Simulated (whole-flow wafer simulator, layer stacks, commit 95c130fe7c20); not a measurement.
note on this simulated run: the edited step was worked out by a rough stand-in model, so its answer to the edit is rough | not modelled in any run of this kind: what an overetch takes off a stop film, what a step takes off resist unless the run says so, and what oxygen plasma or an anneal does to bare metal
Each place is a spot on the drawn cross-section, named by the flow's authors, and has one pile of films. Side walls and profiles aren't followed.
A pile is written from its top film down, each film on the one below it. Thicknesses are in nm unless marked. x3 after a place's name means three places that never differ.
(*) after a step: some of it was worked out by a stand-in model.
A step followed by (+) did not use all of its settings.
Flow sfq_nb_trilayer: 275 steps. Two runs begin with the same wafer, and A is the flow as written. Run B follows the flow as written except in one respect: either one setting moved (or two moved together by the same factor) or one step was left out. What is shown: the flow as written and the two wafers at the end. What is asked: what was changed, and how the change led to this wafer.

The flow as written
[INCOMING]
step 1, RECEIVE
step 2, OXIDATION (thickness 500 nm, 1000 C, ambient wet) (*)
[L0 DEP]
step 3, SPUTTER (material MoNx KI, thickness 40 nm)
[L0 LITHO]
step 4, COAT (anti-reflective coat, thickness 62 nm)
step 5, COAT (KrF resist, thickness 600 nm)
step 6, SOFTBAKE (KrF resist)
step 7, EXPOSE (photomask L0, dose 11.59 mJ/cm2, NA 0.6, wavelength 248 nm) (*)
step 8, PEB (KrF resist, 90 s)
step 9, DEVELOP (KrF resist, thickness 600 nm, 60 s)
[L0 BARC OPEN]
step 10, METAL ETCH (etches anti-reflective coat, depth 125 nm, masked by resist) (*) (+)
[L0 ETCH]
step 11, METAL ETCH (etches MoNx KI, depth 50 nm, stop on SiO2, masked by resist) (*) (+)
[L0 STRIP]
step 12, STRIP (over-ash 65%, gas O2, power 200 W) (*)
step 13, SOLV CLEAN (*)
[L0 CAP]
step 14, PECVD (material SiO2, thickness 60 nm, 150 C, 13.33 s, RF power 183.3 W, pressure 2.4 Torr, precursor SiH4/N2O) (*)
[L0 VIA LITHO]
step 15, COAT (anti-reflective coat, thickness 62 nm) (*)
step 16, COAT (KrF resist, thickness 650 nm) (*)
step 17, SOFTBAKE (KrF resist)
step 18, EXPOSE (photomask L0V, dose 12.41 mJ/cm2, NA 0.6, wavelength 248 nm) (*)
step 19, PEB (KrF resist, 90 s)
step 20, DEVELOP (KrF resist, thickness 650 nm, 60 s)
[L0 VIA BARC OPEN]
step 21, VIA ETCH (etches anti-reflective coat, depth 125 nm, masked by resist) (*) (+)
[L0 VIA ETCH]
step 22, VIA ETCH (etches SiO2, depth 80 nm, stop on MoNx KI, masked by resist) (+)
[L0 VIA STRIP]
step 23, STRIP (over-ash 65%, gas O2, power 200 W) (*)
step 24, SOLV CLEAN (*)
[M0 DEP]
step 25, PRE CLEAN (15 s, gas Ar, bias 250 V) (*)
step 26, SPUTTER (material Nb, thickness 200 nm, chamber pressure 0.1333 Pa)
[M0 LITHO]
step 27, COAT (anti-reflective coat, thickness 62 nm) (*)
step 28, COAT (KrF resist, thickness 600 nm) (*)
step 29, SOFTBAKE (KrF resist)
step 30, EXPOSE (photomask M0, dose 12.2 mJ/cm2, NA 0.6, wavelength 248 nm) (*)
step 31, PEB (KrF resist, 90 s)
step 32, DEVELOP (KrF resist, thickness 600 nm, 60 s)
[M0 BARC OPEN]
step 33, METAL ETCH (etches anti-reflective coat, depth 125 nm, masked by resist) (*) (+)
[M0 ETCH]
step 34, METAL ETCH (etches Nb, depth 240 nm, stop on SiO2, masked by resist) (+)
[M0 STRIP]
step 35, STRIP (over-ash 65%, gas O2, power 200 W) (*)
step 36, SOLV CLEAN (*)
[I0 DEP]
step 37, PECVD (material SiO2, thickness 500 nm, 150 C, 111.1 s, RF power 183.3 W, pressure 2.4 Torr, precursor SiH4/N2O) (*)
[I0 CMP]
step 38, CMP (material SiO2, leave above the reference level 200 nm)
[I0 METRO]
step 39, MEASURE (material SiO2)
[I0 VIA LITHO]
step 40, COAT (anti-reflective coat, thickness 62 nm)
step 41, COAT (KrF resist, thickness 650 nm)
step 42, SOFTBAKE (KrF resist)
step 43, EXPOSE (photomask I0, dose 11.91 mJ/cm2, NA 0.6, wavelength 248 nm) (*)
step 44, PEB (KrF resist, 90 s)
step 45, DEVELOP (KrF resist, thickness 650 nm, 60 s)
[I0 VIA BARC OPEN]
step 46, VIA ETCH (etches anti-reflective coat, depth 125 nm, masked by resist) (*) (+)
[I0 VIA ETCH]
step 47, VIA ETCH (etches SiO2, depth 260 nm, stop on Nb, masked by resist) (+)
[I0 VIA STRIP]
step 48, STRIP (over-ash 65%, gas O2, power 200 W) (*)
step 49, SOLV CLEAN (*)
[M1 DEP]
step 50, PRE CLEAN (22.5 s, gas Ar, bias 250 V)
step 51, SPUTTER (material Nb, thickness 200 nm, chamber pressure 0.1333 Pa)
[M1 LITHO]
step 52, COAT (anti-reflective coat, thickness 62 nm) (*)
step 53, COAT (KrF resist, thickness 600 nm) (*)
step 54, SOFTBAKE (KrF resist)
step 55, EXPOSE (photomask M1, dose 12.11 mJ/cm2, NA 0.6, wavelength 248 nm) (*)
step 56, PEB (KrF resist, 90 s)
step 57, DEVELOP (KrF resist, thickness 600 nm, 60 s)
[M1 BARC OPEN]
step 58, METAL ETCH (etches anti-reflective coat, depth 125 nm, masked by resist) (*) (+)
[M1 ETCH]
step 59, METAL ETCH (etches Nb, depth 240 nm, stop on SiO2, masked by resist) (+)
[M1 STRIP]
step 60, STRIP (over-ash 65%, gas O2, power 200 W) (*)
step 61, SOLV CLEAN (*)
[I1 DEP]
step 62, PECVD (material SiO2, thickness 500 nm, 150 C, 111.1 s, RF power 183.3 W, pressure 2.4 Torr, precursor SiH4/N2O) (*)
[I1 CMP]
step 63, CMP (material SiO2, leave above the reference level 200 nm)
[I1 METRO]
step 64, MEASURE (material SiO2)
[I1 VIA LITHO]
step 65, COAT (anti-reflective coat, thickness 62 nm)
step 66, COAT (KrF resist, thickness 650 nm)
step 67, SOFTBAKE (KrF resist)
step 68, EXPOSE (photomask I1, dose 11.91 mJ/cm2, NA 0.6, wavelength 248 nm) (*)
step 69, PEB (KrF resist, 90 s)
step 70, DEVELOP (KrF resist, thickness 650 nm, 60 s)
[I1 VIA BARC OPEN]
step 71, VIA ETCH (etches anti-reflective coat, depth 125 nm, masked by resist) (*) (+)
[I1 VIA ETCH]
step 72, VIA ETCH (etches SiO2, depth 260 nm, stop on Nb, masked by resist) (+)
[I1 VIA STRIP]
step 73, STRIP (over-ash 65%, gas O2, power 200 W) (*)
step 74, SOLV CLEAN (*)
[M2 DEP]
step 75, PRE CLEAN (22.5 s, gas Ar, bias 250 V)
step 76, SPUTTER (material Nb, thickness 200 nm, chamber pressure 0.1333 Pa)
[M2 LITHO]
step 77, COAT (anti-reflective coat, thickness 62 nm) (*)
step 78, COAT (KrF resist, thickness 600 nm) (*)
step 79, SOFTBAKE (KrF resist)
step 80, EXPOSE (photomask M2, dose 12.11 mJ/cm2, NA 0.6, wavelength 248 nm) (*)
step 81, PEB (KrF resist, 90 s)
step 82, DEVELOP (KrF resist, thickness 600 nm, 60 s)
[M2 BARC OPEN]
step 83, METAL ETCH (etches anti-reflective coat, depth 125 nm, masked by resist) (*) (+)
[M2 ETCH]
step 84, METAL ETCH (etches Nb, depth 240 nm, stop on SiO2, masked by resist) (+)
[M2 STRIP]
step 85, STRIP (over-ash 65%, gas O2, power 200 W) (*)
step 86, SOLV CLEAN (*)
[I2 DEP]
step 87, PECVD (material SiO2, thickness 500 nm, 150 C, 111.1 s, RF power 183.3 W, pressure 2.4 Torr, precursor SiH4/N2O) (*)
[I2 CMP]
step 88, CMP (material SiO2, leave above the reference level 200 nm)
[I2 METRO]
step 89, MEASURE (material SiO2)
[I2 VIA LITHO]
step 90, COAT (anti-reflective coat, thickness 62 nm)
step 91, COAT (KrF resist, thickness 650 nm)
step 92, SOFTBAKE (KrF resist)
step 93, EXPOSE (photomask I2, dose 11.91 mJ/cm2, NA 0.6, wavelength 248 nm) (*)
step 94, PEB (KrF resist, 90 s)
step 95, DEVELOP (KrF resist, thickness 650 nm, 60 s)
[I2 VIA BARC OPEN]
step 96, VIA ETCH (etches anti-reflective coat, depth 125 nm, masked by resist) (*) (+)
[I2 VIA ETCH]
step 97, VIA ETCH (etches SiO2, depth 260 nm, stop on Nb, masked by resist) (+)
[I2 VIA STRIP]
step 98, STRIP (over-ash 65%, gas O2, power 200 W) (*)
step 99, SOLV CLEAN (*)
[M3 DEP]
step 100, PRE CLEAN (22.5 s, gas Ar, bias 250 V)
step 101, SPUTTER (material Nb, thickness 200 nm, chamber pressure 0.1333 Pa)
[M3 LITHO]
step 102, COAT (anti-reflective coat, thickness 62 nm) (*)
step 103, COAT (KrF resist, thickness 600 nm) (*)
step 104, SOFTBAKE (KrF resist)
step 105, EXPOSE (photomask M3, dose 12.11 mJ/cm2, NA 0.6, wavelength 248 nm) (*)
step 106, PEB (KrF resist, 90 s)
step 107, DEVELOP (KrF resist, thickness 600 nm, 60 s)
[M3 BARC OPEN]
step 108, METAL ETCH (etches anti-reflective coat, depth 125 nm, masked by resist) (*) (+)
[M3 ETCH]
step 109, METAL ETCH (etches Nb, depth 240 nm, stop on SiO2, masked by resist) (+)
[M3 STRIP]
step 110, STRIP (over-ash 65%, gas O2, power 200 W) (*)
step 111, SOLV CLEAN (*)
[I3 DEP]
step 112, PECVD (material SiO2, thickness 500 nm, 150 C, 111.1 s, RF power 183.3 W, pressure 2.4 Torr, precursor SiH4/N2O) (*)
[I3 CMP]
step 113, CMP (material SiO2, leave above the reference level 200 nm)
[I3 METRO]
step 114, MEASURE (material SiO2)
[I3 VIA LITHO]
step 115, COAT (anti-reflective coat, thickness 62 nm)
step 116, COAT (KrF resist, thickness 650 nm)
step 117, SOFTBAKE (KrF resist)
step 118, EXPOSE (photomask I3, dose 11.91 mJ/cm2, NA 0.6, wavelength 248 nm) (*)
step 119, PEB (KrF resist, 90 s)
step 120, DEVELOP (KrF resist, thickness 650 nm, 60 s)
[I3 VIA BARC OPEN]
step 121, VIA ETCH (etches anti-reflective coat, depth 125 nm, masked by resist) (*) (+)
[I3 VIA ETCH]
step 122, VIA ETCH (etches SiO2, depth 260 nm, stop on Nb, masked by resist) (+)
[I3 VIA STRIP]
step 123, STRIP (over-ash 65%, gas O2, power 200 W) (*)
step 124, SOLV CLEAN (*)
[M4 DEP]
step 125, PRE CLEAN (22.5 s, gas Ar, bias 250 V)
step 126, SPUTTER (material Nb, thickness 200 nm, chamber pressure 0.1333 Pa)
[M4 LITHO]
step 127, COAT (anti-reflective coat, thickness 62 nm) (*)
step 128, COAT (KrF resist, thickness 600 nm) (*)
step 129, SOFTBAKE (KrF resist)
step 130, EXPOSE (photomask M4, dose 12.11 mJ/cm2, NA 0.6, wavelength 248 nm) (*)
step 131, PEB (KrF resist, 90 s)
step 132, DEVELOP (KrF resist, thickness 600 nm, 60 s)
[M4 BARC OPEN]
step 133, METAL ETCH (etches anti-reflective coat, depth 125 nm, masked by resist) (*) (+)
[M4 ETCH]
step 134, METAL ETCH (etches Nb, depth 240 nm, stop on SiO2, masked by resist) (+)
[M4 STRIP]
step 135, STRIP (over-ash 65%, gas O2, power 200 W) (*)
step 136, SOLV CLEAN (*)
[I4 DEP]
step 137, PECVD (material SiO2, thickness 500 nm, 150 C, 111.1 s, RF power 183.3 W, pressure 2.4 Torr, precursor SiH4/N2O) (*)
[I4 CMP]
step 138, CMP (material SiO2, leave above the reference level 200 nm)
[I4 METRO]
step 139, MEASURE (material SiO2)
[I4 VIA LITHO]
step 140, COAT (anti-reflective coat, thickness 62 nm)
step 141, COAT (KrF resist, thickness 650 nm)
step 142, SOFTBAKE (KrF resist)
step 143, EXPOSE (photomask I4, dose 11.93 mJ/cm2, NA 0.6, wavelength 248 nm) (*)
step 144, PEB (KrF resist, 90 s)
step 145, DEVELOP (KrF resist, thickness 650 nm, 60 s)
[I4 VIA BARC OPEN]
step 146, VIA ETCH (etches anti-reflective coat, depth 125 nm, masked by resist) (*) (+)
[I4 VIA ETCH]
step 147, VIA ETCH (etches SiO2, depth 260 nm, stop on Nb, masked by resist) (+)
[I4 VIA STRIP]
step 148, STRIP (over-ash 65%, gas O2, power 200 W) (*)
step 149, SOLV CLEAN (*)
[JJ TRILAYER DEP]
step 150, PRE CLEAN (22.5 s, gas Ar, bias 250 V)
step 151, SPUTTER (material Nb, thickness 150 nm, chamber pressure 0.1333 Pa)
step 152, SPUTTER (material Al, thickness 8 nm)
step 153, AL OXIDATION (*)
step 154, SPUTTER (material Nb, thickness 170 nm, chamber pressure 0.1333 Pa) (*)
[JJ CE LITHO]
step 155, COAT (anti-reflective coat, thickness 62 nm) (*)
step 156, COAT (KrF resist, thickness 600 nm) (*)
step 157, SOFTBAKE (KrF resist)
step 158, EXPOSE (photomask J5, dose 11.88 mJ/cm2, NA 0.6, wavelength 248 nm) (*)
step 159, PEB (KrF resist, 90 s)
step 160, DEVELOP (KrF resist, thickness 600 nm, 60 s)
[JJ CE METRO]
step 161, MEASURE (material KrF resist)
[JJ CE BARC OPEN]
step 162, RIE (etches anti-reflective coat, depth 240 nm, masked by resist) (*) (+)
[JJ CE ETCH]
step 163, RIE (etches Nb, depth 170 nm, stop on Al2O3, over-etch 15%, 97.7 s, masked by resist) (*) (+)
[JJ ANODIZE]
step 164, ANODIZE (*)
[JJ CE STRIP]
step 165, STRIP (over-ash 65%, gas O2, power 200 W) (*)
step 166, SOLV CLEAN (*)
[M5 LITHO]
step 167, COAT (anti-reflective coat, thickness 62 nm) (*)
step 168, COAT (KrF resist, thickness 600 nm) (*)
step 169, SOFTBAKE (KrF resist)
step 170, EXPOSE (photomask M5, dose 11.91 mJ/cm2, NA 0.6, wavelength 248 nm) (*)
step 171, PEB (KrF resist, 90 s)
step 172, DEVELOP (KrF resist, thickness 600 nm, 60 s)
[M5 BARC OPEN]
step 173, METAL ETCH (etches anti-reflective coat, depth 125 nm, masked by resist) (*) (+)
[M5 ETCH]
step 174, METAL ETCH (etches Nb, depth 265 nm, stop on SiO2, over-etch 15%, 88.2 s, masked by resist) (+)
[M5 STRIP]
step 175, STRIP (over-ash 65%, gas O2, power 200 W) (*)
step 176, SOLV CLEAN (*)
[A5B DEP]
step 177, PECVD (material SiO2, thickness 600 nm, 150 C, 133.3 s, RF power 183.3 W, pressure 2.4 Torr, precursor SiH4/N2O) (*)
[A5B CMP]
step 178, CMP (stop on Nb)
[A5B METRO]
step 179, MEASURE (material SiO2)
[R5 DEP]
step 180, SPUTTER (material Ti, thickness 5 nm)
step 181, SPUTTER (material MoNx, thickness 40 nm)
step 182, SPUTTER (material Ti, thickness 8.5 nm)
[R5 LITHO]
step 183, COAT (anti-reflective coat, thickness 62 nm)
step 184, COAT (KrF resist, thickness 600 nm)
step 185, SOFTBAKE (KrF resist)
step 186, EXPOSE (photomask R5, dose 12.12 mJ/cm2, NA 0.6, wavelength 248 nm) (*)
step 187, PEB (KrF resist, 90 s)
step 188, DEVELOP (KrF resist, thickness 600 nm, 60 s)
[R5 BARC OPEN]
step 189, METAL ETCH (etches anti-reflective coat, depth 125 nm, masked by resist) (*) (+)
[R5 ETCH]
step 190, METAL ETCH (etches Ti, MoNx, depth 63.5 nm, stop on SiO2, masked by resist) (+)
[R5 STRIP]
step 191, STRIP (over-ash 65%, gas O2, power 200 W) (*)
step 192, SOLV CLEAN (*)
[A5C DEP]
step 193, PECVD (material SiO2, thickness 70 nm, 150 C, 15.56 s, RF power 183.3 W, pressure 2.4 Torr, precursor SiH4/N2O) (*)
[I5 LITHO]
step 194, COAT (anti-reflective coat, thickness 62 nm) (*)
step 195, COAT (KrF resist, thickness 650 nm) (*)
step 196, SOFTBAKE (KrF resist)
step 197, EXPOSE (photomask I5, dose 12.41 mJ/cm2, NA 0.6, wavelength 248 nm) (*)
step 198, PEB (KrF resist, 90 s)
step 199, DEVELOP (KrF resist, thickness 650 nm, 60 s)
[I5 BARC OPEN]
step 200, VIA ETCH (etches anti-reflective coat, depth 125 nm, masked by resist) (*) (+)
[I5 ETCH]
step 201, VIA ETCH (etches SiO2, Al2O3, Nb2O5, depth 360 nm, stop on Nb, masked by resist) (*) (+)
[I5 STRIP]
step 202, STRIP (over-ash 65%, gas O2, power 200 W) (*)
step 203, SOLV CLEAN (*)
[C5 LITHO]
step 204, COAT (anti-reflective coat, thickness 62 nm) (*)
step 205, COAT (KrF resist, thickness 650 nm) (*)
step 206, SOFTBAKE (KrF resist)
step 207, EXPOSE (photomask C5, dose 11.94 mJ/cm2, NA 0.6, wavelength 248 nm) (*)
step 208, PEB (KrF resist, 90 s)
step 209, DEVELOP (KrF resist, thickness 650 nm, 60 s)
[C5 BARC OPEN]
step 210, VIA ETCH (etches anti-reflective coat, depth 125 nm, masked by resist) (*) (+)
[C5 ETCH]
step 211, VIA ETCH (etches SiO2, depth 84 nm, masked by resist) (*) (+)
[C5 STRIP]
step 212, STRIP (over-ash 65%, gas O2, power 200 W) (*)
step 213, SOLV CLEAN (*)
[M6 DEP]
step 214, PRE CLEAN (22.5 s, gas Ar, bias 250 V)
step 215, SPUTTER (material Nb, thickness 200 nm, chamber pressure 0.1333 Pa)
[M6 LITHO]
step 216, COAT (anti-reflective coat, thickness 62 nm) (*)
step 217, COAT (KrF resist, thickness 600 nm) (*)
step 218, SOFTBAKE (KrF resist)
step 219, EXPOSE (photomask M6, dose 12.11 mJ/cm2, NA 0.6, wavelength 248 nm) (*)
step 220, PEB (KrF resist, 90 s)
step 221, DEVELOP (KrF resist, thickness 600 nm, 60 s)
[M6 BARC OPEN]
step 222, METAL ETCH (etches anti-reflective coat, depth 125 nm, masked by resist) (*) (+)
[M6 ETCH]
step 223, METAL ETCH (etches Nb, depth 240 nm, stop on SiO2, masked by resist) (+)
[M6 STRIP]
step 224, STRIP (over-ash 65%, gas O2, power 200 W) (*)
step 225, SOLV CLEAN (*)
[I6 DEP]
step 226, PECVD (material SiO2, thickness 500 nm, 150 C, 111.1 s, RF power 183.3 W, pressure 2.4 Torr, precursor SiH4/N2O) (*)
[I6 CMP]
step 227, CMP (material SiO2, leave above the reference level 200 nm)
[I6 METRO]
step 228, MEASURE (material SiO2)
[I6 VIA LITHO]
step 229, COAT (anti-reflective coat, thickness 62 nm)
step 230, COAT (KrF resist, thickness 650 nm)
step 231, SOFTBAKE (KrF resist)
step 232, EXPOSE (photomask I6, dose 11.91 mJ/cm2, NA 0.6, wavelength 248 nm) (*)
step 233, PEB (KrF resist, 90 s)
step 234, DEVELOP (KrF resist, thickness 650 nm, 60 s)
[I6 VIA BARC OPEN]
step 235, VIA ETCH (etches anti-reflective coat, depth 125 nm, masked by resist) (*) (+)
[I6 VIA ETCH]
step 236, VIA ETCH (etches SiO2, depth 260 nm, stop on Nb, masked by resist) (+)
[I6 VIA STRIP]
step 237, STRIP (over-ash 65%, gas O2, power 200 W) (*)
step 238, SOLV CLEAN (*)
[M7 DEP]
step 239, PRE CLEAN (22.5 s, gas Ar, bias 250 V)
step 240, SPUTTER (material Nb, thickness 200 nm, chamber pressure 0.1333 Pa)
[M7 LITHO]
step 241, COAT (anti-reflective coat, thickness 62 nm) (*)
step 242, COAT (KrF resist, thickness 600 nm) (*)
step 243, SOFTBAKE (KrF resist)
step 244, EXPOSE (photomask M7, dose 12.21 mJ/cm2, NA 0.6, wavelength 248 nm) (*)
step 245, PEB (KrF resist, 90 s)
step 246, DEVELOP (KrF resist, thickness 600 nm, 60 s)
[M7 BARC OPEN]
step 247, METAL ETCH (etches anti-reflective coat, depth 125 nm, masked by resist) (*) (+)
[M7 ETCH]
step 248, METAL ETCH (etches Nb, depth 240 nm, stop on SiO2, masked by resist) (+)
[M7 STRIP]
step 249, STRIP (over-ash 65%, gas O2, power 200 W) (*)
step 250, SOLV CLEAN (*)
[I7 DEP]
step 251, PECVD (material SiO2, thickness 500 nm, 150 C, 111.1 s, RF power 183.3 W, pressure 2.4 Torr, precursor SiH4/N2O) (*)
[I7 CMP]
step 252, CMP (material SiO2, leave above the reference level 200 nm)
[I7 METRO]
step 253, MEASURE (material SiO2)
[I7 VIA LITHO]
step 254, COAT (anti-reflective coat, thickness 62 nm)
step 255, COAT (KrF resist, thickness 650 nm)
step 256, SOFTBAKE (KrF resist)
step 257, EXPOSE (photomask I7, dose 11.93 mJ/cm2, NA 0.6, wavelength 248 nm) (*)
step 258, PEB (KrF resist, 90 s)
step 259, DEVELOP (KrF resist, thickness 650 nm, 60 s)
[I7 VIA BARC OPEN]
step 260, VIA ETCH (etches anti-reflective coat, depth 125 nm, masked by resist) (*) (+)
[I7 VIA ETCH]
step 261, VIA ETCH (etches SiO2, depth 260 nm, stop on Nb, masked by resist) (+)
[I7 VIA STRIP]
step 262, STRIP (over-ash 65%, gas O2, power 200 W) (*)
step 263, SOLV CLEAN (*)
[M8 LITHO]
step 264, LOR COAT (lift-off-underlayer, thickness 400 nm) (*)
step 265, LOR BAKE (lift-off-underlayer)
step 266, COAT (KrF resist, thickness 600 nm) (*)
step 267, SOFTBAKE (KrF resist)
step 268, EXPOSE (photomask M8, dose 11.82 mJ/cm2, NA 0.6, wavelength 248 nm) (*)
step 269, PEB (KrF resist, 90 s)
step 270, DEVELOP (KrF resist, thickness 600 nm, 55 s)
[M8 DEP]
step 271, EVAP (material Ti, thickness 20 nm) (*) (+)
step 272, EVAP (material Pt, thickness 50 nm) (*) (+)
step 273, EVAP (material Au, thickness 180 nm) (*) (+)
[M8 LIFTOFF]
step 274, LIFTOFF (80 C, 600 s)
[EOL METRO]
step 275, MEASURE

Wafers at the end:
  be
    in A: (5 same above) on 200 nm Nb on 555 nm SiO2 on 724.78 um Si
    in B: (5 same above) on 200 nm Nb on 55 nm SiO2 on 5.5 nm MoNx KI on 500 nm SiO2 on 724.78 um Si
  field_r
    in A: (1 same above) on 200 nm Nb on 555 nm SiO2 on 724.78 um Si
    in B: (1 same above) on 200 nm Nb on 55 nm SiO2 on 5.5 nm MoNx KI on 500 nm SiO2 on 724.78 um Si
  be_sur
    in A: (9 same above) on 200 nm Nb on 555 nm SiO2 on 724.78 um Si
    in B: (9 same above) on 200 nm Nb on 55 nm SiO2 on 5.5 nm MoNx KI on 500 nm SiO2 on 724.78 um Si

What caused this: step 11, METAL ETCH: depth 34.5 nm was run, while the flow as written has depth 50 nm.

Step by step, how the change led to this:
  step 11, METAL ETCH (etches MoNx KI, depth 50 nm, stop on SiO2, masked by resist) (*) (+)
      v_sur, via_wl, via_w and 97 more: A MoNx KI loses 40 (all of it) | B MoNx KI loses 34.5
      field_l, l0_sur, l0v, l0r_line_l, l0r_line_c, l0r_line_r: A KrF resist loses 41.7 | B KrF resist loses 28.8
  step 12, STRIP (over-ash 65%, gas O2, power 200 W) (*)
      field_l, l0_sur, l0v, l0r_line_l, l0r_line_c, l0r_line_r: A KrF resist loses 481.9 (all of it), anti-reflective coat loses 62 (all of it) | B KrF resist loses 494.8 (all of it), anti-reflective coat loses 62 (all of it)
  step 14, PECVD (material SiO2, thickness 60 nm, 150 C, 13.33 s, RF power 183.3 W, pressure 2.4 Torr, precursor SiH4/N2O) (*)
      v_sur, via_wl, via_w and 97 more: A SiO2 gains 60 | B SiO2 gains 60 (new film)
  step 15, COAT (anti-reflective coat, thickness 62 nm) (*)
      l0r_space_c: A anti-reflective coat gains 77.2 (new film) | B anti-reflective coat gains 75.2 (new film)
  step 23, STRIP (over-ash 65%, gas O2, power 200 W) (*)
      l0r_space_c: A KrF resist loses 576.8 (all of it), anti-reflective coat loses 77.2 (all of it) | B KrF resist loses 574.4 (all of it), anti-reflective coat loses 75.2 (all of it)
  step 27, COAT (anti-reflective coat, thickness 62 nm) (*)
      l0r_space_c: A anti-reflective coat gains 78 (new film) | B anti-reflective coat gains 75.7 (new film)
  step 35, STRIP (over-ash 65%, gas O2, power 200 W) (*)
      l0r_space_c: A KrF resist loses 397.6 (all of it), anti-reflective coat loses 78 (all of it) | B KrF resist loses 395.5 (all of it), anti-reflective coat loses 75.7 (all of it)
If metal films that touch count as one body, be has 4 bodies (between them, from the top down: SiO2 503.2; SiO2 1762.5; SiO2 55); the flow as written gives 3 bodies (between them, from the top down: SiO2 503.2; SiO2 1762.5).
If metal films that touch count as one body, field_r has 2 bodies (between them, from the top down: SiO2 55); the flow as written gives 1 body.
If metal films that touch count as one body, be_sur has 5 bodies (between them, from the top down: SiO2 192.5; SiO2 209 / Al2O3 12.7 / Nb2O5 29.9; SiO2 1762.5; SiO2 55); the flow as written gives 4 bodies (between them, from the top down: SiO2 192.5; SiO2 209 / Al2O3 12.7 / Nb2O5 29.9; SiO2 1762.5).
